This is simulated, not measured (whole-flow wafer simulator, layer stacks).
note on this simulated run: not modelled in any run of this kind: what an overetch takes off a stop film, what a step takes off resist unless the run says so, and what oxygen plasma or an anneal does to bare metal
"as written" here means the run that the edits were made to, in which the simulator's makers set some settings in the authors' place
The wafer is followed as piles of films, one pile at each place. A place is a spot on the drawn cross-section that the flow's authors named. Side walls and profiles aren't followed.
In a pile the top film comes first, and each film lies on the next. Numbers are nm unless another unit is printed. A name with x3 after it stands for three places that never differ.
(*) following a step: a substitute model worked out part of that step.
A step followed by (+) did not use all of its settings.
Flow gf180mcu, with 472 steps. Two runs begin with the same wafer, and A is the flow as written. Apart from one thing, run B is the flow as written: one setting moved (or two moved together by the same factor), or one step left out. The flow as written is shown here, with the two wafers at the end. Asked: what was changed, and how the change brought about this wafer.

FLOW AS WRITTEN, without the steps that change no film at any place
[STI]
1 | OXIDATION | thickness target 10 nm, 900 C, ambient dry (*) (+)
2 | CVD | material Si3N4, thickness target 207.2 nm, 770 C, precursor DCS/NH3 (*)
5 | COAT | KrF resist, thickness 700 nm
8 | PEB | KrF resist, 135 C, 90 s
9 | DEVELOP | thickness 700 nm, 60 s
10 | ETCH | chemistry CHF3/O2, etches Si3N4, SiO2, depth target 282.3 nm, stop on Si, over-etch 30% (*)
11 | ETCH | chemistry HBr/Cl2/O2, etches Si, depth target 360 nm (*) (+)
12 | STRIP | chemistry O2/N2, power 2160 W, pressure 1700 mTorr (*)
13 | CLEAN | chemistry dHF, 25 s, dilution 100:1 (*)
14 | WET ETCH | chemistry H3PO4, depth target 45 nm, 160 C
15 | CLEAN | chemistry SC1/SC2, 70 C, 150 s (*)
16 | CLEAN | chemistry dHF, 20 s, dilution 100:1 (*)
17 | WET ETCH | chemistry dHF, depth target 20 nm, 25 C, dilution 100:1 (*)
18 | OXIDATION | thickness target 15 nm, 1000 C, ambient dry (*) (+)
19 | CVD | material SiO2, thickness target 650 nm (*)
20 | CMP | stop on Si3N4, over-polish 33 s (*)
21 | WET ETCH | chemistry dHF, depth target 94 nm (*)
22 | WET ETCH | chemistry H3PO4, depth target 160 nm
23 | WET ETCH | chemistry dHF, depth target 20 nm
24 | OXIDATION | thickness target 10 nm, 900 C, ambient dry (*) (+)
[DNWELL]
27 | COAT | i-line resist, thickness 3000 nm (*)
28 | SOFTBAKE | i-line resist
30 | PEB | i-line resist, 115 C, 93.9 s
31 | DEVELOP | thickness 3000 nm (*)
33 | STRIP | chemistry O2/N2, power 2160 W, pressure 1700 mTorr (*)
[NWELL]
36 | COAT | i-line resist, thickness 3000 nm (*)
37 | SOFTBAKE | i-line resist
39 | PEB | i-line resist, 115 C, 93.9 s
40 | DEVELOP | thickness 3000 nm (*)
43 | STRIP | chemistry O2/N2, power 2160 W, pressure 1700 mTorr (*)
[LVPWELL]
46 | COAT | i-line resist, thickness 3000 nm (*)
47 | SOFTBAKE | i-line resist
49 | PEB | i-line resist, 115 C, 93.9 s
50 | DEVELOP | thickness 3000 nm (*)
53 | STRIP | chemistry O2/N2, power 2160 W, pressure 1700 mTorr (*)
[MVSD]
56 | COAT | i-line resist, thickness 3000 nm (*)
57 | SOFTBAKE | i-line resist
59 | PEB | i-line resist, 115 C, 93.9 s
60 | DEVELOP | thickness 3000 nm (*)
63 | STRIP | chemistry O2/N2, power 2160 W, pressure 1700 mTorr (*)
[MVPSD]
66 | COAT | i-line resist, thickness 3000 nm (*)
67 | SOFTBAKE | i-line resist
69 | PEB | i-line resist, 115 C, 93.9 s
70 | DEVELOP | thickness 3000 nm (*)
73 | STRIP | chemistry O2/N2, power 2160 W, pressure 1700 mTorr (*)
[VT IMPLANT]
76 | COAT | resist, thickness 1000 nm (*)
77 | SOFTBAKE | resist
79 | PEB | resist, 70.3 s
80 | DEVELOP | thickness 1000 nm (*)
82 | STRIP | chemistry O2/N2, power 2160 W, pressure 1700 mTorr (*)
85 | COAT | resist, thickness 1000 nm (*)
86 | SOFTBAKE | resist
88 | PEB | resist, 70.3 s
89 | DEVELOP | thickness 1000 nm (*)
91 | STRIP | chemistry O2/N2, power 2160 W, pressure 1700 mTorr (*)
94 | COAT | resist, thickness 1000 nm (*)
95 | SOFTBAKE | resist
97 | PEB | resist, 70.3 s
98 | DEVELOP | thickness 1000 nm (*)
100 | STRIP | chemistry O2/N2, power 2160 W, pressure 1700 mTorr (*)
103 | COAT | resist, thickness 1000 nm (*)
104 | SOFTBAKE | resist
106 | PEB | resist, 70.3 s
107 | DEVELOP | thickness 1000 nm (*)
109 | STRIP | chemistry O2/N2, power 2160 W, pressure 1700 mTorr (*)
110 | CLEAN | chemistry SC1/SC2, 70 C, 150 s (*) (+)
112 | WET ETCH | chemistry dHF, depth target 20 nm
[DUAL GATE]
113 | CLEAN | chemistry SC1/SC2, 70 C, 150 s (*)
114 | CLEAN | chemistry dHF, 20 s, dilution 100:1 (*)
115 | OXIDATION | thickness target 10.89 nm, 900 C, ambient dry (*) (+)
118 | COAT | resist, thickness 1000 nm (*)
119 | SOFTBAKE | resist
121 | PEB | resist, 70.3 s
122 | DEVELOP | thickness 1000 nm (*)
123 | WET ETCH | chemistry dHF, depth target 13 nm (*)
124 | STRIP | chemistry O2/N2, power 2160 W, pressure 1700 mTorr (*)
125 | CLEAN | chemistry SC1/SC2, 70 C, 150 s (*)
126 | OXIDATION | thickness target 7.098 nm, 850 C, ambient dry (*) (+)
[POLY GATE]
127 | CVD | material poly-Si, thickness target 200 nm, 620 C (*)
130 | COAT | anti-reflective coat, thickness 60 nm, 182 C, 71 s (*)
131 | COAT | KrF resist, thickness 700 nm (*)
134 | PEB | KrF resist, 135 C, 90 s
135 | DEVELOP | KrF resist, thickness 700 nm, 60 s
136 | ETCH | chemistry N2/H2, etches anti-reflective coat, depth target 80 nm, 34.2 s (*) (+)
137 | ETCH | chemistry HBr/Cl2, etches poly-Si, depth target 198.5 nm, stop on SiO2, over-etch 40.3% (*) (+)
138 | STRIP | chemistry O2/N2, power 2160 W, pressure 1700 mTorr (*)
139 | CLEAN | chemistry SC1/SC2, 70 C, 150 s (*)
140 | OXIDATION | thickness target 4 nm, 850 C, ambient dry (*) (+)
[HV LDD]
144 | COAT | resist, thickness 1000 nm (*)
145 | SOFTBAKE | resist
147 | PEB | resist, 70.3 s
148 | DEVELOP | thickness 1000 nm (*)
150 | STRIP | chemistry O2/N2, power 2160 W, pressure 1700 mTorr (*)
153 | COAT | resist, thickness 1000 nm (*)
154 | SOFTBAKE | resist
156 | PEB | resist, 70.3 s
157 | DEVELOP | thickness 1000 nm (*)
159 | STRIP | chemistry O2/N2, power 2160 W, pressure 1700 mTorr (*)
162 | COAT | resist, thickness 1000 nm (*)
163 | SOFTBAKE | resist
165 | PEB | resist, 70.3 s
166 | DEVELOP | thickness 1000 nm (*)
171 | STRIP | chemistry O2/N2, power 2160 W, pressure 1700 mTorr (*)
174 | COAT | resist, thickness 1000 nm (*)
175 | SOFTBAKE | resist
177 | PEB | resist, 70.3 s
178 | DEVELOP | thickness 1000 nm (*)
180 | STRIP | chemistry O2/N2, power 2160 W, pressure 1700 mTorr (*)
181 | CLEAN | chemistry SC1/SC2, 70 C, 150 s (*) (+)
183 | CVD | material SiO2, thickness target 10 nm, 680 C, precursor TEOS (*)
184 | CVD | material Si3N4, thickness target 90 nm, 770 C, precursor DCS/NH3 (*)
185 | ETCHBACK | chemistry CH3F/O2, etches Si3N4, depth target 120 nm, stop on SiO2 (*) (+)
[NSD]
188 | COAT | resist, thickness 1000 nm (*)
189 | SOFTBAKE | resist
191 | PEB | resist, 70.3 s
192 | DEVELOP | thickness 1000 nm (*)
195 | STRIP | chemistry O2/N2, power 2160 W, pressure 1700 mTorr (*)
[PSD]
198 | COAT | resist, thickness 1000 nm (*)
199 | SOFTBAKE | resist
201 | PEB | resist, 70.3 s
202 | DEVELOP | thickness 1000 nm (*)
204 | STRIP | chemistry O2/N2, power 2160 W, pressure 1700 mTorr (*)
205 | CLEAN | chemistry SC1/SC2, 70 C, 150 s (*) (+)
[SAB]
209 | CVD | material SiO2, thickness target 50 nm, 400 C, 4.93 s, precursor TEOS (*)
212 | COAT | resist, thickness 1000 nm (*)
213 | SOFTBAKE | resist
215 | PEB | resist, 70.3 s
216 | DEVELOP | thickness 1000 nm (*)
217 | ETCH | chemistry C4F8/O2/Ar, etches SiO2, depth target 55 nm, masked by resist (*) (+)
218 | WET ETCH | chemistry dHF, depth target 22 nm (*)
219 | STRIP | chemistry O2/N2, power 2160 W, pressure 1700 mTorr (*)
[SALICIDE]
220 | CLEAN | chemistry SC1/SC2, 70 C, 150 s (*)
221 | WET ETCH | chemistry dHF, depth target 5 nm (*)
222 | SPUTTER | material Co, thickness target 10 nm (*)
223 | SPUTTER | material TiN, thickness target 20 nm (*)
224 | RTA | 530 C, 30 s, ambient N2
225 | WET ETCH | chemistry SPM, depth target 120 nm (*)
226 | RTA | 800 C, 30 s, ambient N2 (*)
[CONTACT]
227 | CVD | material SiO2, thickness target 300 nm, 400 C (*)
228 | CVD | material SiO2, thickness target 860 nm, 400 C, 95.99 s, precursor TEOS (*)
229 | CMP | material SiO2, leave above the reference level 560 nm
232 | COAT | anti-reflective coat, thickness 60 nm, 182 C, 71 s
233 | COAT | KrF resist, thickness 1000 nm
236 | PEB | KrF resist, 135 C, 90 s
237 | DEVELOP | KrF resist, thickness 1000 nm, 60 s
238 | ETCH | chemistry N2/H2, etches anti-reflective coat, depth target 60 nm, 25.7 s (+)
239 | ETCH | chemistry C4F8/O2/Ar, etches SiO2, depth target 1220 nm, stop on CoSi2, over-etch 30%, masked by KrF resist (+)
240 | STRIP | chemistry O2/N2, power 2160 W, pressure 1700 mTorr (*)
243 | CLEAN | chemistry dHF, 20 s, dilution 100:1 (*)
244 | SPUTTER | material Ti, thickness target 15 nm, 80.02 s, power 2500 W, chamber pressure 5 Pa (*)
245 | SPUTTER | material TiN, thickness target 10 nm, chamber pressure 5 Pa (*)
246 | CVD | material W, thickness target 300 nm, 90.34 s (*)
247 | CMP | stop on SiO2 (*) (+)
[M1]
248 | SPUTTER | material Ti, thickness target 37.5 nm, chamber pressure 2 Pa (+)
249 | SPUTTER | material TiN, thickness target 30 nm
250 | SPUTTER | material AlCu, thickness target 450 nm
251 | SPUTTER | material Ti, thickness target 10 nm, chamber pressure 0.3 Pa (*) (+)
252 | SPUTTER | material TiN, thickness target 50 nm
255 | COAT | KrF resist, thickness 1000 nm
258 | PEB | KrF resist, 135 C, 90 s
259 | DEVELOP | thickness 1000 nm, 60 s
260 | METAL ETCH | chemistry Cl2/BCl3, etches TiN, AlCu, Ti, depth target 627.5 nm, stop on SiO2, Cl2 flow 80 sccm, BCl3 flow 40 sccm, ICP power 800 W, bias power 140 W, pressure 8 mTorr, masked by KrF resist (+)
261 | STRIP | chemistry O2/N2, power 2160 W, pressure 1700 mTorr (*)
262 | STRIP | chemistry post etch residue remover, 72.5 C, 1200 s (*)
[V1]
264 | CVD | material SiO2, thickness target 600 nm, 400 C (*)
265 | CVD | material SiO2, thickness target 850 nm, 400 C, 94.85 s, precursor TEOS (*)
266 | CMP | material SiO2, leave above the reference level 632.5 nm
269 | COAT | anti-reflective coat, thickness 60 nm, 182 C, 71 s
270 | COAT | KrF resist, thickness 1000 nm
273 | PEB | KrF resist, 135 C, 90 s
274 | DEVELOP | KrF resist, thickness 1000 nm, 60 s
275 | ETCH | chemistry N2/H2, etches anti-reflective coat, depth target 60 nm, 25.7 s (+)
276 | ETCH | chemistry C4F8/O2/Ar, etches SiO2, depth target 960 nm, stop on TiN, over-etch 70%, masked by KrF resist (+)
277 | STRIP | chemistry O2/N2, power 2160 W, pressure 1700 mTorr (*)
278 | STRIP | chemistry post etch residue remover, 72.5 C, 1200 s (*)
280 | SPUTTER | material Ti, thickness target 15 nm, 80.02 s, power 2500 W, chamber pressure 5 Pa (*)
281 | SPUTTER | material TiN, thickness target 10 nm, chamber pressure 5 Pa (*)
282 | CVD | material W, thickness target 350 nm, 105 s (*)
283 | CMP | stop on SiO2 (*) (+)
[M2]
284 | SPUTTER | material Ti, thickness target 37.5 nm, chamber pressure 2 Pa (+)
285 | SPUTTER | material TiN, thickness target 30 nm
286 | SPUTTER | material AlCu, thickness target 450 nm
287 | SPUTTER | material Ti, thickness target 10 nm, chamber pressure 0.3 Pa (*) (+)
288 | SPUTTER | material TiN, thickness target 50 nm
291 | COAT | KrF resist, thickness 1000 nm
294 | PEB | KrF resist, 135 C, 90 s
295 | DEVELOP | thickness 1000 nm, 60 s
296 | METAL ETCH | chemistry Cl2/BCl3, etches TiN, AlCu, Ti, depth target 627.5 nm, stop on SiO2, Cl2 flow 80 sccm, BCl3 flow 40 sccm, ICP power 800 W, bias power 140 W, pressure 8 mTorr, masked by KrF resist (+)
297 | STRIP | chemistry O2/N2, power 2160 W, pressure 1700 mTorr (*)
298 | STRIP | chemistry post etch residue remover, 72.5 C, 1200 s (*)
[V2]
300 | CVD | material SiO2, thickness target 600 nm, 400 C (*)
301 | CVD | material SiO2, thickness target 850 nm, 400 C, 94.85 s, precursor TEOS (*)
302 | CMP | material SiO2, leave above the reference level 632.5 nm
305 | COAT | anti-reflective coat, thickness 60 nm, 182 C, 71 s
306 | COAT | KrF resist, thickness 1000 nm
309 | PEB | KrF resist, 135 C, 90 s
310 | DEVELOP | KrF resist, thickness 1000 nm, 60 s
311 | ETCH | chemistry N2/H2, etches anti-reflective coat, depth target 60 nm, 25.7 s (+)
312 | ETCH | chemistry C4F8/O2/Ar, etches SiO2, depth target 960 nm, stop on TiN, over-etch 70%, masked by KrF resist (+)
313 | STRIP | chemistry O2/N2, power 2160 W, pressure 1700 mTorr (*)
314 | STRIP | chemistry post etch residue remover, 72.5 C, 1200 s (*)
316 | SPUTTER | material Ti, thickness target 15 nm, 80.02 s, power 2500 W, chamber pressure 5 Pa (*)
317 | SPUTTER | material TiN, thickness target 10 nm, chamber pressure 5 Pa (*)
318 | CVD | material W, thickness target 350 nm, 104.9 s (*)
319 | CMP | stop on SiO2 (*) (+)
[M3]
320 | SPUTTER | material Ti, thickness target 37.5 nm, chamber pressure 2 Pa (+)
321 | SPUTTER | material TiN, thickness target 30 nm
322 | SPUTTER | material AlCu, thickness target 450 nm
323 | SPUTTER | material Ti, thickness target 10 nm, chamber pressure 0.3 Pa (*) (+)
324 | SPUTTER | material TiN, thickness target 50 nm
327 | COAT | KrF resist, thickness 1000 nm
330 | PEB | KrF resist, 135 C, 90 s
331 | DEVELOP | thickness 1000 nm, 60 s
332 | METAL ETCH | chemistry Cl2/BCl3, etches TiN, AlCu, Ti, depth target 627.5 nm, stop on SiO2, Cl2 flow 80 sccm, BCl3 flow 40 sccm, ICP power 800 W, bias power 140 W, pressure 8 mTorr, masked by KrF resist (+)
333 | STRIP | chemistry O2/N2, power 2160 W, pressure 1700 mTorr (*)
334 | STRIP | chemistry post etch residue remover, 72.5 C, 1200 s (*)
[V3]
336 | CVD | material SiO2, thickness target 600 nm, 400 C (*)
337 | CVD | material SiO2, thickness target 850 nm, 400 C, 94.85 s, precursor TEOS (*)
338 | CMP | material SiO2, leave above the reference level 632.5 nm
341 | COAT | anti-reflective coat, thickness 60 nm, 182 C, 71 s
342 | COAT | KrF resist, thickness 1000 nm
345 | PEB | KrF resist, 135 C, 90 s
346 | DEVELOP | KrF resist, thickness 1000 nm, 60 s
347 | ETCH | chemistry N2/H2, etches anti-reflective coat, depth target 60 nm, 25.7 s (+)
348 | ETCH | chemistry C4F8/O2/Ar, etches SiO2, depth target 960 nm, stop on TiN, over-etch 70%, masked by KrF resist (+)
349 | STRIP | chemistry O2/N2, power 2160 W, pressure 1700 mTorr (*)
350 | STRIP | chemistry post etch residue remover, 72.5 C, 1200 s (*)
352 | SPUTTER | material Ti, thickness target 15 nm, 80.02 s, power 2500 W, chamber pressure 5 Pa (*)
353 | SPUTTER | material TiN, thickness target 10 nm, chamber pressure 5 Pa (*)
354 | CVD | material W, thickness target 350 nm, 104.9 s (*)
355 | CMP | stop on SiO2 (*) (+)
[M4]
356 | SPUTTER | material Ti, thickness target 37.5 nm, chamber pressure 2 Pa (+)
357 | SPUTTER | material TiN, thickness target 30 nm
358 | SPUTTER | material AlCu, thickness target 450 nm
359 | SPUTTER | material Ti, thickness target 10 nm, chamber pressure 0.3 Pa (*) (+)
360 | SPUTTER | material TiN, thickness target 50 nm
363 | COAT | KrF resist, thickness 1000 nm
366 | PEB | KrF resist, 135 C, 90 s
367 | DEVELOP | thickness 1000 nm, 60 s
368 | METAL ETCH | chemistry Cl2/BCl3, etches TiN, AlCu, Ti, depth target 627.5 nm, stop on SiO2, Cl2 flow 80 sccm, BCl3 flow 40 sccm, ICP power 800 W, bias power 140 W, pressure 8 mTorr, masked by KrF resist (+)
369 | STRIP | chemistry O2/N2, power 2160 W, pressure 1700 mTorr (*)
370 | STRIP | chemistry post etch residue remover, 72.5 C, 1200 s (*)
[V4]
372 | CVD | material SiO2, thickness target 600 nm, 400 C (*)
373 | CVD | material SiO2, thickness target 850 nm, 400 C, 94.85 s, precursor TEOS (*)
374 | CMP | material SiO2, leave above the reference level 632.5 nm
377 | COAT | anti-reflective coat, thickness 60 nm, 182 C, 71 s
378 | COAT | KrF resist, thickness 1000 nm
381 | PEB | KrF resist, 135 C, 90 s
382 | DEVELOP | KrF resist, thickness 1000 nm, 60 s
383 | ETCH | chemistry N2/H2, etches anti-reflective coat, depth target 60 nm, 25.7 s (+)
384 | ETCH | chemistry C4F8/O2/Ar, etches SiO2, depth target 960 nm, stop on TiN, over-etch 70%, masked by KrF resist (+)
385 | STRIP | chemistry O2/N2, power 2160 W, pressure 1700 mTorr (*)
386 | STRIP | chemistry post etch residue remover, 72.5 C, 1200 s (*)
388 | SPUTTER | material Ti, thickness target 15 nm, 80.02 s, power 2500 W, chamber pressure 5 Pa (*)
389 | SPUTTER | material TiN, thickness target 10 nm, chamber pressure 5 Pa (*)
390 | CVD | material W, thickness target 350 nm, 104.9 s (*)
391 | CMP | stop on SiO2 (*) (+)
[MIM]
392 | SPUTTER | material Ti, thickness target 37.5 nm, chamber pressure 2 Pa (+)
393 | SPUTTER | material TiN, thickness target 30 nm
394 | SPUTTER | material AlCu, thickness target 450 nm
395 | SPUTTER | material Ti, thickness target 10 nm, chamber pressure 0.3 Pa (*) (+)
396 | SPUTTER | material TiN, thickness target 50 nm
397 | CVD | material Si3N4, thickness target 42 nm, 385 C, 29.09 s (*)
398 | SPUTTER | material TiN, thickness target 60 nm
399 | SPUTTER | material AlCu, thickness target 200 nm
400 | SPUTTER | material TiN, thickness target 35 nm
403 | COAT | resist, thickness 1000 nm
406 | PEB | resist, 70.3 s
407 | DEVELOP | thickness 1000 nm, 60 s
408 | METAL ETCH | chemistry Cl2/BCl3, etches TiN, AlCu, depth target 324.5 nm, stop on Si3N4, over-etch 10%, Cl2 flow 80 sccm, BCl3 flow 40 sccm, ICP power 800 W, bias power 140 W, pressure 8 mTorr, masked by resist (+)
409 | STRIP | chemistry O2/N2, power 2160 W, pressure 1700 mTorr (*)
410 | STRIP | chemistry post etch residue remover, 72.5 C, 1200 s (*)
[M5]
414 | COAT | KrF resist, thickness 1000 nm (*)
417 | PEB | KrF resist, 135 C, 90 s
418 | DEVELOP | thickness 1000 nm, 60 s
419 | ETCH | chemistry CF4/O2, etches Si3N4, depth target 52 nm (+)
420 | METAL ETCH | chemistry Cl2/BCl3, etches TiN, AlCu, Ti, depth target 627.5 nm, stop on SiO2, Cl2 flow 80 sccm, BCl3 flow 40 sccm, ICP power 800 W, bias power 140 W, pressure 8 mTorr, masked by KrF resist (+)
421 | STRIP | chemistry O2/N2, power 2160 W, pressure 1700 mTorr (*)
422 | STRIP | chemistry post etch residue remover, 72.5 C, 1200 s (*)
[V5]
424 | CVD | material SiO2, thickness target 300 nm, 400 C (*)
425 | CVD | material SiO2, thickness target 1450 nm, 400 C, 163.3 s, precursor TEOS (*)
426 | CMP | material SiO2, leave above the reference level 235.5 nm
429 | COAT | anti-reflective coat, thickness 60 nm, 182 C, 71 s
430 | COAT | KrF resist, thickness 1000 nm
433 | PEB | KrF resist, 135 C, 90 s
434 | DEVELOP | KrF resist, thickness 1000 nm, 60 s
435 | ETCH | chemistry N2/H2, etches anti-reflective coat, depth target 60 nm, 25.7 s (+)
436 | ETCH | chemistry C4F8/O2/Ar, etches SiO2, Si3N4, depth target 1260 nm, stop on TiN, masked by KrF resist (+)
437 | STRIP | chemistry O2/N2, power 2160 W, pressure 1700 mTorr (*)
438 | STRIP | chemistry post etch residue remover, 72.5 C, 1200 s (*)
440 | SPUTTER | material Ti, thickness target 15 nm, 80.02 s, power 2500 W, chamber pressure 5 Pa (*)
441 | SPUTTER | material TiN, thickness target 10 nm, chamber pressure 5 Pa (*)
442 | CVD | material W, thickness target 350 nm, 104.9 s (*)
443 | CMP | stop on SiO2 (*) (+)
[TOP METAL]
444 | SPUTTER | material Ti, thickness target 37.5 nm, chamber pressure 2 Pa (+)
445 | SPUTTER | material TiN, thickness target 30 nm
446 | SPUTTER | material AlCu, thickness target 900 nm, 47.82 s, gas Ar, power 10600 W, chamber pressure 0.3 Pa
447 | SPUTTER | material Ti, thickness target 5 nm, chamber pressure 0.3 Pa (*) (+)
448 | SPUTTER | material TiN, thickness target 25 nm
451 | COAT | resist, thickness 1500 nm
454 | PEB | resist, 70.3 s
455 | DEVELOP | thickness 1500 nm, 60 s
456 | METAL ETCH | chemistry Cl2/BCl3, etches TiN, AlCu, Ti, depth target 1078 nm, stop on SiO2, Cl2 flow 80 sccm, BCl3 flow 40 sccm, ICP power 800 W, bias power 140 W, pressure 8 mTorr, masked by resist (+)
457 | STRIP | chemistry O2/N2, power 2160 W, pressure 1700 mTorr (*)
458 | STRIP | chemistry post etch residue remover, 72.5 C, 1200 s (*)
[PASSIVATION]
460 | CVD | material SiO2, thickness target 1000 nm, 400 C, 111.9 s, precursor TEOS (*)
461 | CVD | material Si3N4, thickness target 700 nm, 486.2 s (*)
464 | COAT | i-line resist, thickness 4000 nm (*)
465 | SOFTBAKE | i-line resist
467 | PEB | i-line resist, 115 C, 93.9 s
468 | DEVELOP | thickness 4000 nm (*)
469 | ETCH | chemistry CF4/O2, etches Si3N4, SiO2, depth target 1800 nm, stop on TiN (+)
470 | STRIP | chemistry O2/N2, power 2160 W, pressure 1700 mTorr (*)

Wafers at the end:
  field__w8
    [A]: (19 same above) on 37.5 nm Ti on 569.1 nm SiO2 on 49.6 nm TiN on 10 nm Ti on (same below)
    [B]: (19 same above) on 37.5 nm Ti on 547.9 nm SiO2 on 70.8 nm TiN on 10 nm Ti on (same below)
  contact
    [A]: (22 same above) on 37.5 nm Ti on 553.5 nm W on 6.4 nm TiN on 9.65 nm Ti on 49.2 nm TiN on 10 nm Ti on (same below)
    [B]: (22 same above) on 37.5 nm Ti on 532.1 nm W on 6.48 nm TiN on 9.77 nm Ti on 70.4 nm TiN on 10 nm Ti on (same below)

Cause: step 324, SPUTTER: thickness target 71.2 nm was run, whereas the flow has thickness target 50 nm.

The path from the change to this, step by step:
  324 | SPUTTER | material TiN, thickness target 50 nm
      field, field__w1, field__w2 and 108 more: A TiN gains 50 (new film) | B TiN gains 71.2 (new film)
  332 | METAL ETCH | chemistry Cl2/BCl3, etches TiN, AlCu, Ti, depth target 627.5 nm, stop on SiO2, Cl2 flow 80 sccm, BCl3 flow 40 sccm, ICP power 800 W, bias power 140 W, pressure 8 mTorr, masked by KrF resist (+)
      field, field__w1, field__w2 and 103 more: A TiN loses 50 (all of it), Ti loses 10 (all of it), AlCu loses 450 (all of it), TiN loses 30 (all of it), Ti loses 37.5 (all of it) | B TiN loses 71.2 (all of it), Ti loses 10 (all of it), AlCu loses 450 (all of it), TiN loses 30 (all of it), Ti loses 37.5 (all of it)
  338 | CMP | material SiO2, leave above the reference level 632.5 nm
      field__w8, contact, m1, m1__w1, m1_nw: A SiO2 loses 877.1 | B SiO2 loses 898.3
  348 | ETCH | chemistry C4F8/O2/Ar, etches SiO2, depth target 960 nm, stop on TiN, over-etch 70%, masked by KrF resist (+)
      field, field__w1, field__w2 and 107 more: A KrF resist loses 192 | B KrF resist loses 187.4
      contact: A SiO2 loses 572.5 (all of it) | B SiO2 loses 551.3 (all of it)
  354 | CVD | material W, thickness target 350 nm, 104.9 s (*)
      contact: A W gains 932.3 (new film) | B W gains 910.9 (new film)
